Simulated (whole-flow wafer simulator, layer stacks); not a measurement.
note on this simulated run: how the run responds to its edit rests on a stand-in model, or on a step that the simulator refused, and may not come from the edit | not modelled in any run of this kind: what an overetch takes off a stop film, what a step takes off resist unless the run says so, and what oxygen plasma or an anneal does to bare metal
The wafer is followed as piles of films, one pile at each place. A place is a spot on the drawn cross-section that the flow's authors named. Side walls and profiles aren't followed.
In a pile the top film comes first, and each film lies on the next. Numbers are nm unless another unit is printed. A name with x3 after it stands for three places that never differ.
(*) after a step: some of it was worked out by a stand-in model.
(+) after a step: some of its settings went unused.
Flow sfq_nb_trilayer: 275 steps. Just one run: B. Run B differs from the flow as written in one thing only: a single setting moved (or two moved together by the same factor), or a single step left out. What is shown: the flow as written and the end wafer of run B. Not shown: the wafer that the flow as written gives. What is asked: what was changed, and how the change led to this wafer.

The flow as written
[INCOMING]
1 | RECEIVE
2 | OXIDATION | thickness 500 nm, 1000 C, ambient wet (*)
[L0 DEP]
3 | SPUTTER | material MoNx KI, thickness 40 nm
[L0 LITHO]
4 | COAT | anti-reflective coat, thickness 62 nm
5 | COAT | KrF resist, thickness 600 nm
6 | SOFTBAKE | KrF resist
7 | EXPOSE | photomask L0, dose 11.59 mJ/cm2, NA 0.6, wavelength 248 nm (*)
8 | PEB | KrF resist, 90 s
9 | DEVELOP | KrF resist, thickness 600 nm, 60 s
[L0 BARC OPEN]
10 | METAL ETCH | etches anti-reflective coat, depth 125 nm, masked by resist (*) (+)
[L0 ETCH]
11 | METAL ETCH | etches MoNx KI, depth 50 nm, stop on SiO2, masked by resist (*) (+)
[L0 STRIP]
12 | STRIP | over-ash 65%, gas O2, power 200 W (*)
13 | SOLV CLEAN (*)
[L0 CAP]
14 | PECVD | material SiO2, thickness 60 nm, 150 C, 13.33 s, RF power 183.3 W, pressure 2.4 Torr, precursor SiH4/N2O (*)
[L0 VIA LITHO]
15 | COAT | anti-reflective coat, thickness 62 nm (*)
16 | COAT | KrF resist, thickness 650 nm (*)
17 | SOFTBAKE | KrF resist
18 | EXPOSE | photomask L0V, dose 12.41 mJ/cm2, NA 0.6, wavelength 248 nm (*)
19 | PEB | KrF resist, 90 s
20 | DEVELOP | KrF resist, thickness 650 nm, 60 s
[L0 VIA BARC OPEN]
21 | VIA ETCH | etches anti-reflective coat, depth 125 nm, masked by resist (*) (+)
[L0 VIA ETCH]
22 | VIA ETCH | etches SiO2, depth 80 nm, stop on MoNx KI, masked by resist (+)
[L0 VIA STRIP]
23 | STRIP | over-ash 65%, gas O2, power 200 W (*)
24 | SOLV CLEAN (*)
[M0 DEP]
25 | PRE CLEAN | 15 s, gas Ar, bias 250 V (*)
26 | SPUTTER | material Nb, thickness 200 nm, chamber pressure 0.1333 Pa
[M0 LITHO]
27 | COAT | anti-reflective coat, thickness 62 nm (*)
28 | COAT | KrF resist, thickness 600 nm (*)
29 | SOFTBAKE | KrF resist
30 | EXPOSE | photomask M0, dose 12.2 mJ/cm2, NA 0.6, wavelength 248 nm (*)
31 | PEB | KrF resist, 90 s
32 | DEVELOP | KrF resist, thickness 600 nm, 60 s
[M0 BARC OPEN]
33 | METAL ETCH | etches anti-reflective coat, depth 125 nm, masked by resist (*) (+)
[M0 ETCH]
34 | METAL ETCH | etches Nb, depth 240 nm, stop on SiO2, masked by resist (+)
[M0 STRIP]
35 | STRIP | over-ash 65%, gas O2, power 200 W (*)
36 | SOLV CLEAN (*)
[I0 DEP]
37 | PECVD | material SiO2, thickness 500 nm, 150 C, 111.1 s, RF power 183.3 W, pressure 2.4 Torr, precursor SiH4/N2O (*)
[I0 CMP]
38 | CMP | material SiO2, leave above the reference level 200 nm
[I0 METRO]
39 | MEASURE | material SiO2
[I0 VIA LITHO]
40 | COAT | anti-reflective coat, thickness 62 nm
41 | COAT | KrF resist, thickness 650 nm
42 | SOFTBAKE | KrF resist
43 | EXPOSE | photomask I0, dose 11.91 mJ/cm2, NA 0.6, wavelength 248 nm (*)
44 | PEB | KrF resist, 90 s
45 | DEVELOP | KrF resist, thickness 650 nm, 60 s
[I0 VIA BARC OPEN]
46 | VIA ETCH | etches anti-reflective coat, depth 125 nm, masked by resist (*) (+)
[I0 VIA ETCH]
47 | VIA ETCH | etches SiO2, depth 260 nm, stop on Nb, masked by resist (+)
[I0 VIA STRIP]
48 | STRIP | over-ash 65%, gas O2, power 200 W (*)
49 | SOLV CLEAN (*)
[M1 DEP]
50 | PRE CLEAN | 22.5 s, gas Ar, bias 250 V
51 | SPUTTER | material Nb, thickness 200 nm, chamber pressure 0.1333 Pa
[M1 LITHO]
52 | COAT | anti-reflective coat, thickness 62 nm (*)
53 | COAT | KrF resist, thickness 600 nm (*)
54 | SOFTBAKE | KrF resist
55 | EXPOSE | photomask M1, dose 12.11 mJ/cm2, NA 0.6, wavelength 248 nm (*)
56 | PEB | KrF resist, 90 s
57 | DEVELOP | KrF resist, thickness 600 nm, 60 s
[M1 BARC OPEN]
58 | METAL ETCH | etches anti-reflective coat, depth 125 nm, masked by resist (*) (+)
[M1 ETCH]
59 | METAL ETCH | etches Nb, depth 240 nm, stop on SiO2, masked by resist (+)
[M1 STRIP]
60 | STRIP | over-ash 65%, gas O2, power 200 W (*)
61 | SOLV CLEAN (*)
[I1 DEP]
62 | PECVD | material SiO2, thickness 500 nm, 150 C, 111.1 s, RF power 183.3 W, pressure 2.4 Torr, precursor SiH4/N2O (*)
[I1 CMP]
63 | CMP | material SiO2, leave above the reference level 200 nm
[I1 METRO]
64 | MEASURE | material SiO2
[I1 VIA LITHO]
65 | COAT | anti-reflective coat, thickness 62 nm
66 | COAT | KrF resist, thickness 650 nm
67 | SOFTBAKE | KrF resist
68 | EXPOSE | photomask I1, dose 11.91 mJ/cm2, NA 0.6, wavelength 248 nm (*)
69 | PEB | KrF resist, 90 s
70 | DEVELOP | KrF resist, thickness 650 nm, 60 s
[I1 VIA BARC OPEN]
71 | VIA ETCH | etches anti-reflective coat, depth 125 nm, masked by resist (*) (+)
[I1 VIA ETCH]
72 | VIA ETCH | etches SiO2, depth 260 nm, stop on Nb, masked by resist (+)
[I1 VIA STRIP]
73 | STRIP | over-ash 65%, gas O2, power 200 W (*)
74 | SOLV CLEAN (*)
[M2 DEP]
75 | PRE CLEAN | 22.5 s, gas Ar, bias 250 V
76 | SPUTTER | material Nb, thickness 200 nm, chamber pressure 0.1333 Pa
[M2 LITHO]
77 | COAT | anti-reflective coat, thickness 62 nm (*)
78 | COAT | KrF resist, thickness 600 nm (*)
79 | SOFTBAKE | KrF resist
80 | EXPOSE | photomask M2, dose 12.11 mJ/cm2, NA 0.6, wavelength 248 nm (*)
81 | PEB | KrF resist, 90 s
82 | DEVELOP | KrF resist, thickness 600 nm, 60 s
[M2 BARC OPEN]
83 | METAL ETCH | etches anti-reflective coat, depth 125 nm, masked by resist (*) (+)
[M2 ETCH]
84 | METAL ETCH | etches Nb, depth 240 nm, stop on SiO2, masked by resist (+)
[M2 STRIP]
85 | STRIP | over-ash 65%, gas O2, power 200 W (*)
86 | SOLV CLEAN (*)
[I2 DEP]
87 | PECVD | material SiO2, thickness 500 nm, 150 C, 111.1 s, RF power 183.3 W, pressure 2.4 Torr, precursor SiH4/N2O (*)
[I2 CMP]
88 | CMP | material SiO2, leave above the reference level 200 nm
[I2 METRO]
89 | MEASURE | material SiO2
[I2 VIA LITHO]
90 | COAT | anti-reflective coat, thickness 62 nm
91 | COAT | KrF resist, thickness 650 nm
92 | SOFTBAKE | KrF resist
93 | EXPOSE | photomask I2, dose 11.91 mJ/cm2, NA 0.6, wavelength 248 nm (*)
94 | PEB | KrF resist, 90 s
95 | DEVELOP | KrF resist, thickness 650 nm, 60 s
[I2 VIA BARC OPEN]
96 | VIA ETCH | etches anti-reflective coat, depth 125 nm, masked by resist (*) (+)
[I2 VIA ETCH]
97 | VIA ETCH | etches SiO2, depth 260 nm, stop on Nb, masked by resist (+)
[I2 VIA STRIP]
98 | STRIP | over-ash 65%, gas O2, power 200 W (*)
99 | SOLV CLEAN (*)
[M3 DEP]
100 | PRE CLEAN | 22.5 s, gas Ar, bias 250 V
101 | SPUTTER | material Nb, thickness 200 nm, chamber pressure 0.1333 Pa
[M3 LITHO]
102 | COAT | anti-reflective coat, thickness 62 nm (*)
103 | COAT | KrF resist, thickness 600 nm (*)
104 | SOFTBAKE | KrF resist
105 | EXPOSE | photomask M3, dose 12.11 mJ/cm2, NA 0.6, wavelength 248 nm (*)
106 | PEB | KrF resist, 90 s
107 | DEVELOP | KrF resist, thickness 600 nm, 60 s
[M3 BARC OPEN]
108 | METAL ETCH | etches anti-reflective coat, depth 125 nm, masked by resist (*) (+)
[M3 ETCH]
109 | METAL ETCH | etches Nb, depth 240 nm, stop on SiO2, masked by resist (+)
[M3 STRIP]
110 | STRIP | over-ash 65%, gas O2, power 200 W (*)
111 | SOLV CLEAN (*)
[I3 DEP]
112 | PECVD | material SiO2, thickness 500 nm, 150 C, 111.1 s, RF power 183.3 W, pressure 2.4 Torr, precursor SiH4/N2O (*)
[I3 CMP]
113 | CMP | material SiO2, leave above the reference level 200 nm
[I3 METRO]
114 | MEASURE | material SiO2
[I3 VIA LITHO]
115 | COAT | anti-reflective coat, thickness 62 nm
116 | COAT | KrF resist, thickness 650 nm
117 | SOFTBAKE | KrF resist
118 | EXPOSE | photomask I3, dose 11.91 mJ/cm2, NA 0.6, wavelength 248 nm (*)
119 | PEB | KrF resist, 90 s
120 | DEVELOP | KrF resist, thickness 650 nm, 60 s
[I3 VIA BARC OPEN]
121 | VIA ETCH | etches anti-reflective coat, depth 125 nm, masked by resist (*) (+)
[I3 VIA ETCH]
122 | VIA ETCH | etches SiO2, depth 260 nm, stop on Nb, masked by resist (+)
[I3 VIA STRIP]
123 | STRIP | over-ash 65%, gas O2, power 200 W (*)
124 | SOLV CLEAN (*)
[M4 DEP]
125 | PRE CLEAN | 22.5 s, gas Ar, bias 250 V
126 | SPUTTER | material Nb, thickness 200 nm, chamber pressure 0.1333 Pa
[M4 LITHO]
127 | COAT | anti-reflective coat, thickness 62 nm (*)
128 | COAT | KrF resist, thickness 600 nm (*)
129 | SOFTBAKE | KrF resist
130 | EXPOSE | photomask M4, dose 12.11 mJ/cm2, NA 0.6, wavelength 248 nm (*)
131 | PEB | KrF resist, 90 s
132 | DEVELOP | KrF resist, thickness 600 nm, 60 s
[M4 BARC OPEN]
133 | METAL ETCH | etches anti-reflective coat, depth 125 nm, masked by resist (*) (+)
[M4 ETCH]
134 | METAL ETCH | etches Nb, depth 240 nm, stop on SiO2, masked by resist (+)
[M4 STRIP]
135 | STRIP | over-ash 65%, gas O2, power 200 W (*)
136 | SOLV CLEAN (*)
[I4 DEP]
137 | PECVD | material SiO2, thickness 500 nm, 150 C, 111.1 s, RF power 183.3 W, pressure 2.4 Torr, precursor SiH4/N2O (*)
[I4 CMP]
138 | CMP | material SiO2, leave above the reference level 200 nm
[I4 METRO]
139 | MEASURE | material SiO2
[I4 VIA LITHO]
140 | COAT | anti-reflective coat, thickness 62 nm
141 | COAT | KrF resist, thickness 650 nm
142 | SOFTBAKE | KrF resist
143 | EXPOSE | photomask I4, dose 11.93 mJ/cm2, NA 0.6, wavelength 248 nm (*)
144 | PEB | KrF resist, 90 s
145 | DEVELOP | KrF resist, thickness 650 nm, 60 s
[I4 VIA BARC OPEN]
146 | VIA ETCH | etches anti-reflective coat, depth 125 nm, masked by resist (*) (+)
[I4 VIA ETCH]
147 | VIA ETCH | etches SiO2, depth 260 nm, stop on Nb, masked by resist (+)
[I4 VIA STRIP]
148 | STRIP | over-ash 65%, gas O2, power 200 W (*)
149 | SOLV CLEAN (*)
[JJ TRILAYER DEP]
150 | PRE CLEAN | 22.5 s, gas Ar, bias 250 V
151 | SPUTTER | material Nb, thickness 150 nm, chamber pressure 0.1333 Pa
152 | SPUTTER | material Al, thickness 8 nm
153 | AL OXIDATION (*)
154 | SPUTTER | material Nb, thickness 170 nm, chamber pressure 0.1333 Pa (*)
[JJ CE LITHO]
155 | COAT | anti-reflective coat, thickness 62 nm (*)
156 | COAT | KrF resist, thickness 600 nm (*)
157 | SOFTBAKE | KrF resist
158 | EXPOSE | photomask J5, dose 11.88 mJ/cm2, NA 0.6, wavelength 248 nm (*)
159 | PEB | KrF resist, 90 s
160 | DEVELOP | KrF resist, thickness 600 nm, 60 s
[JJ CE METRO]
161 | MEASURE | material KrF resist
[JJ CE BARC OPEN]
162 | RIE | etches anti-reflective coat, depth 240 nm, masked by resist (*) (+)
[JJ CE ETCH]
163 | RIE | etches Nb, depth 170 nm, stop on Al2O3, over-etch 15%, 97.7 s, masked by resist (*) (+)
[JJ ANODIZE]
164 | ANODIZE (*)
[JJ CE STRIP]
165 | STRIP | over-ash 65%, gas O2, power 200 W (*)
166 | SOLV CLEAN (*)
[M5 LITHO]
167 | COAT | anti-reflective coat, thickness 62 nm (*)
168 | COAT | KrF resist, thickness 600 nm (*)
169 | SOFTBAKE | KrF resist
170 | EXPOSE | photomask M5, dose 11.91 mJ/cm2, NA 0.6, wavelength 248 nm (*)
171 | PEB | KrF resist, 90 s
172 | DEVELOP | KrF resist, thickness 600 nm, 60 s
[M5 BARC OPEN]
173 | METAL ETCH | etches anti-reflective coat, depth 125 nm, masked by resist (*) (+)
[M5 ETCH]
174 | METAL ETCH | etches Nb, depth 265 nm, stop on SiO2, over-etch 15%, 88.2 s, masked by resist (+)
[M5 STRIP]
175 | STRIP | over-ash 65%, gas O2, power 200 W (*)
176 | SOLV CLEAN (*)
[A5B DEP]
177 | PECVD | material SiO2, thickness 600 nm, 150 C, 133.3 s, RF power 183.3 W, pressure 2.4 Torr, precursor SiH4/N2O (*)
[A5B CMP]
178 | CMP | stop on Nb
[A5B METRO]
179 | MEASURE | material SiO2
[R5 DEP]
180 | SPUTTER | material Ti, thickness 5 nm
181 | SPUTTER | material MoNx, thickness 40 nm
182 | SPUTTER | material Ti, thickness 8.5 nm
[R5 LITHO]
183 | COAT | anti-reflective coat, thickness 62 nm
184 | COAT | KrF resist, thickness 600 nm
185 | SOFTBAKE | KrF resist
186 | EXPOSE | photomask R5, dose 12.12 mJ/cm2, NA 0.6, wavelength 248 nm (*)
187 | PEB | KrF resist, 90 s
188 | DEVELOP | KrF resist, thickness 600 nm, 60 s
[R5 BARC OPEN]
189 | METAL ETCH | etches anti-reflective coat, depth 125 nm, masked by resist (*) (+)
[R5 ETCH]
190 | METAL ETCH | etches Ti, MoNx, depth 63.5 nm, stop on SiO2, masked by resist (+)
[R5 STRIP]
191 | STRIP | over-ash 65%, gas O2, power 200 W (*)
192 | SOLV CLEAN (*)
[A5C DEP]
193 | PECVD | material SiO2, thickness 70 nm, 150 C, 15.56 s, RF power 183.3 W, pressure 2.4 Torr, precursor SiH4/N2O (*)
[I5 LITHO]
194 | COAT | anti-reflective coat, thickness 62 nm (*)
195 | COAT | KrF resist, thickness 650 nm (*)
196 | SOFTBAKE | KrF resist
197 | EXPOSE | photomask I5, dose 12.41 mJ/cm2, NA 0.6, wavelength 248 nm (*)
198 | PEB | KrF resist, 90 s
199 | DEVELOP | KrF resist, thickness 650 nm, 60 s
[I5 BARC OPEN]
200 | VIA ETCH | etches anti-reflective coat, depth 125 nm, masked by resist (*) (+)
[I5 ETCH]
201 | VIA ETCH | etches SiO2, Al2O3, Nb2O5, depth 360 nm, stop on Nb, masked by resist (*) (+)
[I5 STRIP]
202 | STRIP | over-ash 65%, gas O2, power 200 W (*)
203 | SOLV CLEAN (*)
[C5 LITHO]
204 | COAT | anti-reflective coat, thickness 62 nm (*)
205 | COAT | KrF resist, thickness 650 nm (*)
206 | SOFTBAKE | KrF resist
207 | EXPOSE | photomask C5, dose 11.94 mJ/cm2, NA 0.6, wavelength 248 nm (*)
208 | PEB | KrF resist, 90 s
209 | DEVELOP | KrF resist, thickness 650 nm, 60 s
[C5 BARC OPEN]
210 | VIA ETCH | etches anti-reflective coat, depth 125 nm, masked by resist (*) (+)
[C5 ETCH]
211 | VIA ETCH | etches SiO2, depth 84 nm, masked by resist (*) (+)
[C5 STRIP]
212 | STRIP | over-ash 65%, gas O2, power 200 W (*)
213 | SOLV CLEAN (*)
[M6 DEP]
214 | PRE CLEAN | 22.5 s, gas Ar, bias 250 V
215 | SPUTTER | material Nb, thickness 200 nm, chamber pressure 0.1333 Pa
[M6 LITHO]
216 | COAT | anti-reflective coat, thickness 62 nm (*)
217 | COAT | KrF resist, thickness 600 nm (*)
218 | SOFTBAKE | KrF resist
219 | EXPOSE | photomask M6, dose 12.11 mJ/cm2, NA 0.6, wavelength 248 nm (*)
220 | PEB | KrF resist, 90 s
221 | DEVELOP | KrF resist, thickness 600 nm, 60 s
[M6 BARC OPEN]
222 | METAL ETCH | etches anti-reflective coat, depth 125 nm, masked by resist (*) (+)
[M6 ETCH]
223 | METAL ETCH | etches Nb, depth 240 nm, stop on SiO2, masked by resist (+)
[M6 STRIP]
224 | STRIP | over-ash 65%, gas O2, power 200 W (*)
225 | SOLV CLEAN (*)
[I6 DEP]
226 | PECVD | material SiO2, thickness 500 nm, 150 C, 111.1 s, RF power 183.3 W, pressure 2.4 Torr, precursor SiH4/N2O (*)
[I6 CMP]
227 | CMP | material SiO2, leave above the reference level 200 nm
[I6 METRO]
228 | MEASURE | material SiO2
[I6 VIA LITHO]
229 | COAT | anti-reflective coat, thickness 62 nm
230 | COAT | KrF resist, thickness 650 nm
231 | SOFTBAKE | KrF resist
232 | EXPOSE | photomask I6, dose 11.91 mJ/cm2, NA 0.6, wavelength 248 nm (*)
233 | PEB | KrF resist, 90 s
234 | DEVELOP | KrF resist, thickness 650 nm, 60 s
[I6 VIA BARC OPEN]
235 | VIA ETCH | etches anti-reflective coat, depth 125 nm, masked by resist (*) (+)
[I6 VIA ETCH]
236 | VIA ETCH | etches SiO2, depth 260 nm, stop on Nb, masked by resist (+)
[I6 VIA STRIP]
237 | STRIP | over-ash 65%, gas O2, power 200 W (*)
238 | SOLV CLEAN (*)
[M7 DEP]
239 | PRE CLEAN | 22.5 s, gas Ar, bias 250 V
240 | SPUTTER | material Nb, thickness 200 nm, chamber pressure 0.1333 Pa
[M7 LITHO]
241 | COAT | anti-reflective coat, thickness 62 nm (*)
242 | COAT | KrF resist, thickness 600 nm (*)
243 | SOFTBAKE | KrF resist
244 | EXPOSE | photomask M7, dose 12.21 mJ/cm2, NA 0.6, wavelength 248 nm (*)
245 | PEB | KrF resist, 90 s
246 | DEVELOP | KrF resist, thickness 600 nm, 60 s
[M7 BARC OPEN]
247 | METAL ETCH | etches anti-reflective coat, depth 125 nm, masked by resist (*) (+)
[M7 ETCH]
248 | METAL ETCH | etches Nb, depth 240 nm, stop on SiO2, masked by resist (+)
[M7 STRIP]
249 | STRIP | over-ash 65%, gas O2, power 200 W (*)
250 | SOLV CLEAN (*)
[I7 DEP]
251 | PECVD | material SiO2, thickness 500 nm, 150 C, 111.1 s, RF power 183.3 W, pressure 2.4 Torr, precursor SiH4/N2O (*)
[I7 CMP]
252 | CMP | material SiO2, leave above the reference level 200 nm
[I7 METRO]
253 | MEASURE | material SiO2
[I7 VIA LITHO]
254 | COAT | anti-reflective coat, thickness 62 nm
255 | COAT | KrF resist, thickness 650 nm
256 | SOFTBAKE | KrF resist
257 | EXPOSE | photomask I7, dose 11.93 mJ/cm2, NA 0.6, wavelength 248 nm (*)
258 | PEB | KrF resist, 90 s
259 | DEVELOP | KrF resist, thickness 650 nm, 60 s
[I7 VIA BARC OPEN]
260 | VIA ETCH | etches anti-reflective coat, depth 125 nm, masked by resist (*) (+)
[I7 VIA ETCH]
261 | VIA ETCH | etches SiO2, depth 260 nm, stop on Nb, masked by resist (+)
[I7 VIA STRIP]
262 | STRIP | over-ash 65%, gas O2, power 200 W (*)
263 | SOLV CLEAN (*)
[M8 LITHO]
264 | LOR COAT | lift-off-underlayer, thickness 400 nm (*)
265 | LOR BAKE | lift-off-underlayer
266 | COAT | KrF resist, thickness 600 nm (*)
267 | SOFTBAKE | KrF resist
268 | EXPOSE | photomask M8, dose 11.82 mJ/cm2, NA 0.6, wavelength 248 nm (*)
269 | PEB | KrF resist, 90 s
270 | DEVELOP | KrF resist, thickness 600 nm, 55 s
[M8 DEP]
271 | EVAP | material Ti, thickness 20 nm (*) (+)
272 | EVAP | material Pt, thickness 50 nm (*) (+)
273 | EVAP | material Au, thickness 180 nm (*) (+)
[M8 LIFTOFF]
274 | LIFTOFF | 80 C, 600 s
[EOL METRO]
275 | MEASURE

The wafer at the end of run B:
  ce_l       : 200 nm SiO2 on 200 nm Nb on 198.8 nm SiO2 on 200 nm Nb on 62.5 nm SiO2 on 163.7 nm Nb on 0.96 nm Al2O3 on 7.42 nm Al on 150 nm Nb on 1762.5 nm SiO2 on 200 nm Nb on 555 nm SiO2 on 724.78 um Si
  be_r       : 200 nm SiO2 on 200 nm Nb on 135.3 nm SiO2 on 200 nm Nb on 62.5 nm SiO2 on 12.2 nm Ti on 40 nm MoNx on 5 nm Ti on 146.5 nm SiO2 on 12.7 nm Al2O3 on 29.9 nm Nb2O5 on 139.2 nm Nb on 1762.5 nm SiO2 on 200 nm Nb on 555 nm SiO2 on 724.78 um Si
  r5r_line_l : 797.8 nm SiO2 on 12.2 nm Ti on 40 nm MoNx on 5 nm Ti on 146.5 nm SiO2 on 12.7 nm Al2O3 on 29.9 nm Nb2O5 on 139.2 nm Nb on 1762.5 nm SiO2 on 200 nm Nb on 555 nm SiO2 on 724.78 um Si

The reason: step 182, SPUTTER: thickness 12.2 nm was run, while the flow as written has thickness 8.5 nm.
The wafer itself shows it: be_r has Ti 12.2, and step 182 as written asks for 8.5 nm.

How this came from the change, step by step:
  182 | SPUTTER | material Ti, thickness 8.5 nm
      field_l, v_sur, via_wl and 103 more: Ti gains 12.2 (new film) (as written it would have been: Ti gains 8.5 (new film))
  190 | METAL ETCH | etches Ti, MoNx, depth 63.5 nm, stop on SiO2, masked by resist (+)
      field_l, v_sur, via_wl and 92 more: Ti loses 12.2 (all of it), MoNx loses 40 (all of it), Ti loses 5 (all of it) (as written it would have been: Ti loses 8.5 (all of it), MoNx loses 40 (all of it), Ti loses 5 (all of it))
      ce_l, c5j, ce_r, wl_jj: Ti loses 12.2 (all of it), MoNx loses 40 (all of it), Ti loses 5 (all of it), Nb loses 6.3 (as written it would have been: Ti loses 8.5 (all of it), MoNx loses 40 (all of it), Ti loses 5 (all of it), Nb loses 10)
  194 | COAT | anti-reflective coat, thickness 62 nm (*)
      ce_l: anti-reflective coat gains 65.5 (new film) (as written it would have been: anti-reflective coat gains 67.2 (new film))
      ce_r: anti-reflective coat gains 66.3 (new film) (as written it would have been: anti-reflective coat gains 68.1 (new film))
  202 | STRIP | over-ash 65%, gas O2, power 200 W (*)
      ce_l: KrF resist loses 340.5 (all of it), anti-reflective coat loses 65.5 (all of it) (as written it would have been: KrF resist loses 341.5 (all of it), anti-reflective coat loses 67.2 (all of it))
      ce_r: KrF resist loses 345.6 (all of it), anti-reflective coat loses 66.3 (all of it) (as written it would have been: KrF resist loses 346.1 (all of it), anti-reflective coat loses 68.1 (all of it))
  204 | COAT | anti-reflective coat, thickness 62 nm (*)
      ce_l: anti-reflective coat gains 64.4 (new film) (as written it would have been: anti-reflective coat gains 66 (new film))
      ce_r: anti-reflective coat gains 65.5 (new film) (as written it would have been: anti-reflective coat gains 67.2 (new film))
      (also at 1 further place)
  212 | STRIP | over-ash 65%, gas O2, power 200 W (*)
      ce_l: KrF resist loses 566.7 (all of it), anti-reflective coat loses 64.4 (all of it) (as written it would have been: KrF resist loses 567.4 (all of it), anti-reflective coat loses 66 (all of it))
      ce_r: KrF resist loses 573.5 (all of it), anti-reflective coat loses 65.5 (all of it) (as written it would have been: KrF resist loses 573.7 (all of it), anti-reflective coat loses 67.2 (all of it))
      (also at 1 further place)
  216 | COAT | anti-reflective coat, thickness 62 nm (*)
      r5r_spacepad_l, r5r_spacepad_r: anti-reflective coat gains 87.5 (new film) (as written it would have been: anti-reflective coat gains 85.7 (new film))
      ce_l: anti-reflective coat gains 46.9 (new film) (as written it would have been: anti-reflective coat gains 48 (new film))
      (also at 2 further places)
  222 | METAL ETCH | etches anti-reflective coat, depth 125 nm, masked by resist (*) (+)
      r5r_spacepad_l, r5r_spacepad_r: anti-reflective coat loses 87.5 (all of it) (as written it would have been: anti-reflective coat loses 85.7 (all of it))
  224 | STRIP | over-ash 65%, gas O2, power 200 W (*)
      ce_l: KrF resist loses 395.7 (all of it), anti-reflective coat loses 46.9 (all of it) (as written it would have been: KrF resist loses 397.1 (all of it), anti-reflective coat loses 48 (all of it))
      ce_r: KrF resist loses 402.6 (all of it), anti-reflective coat loses 47.6 (all of it) (as written it would have been: KrF resist loses 403.5 (all of it), anti-reflective coat loses 48.8 (all of it))
      (also at 1 further place)
  227 | CMP | material SiO2, leave above the reference level 200 nm
      r5r_line_l, r5r_spacepad_l, r5r_spacepad_r, r5r_line_c, r5r_line_r: SiO2 loses 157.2 (as written it would have been: SiO2 loses 153.5)
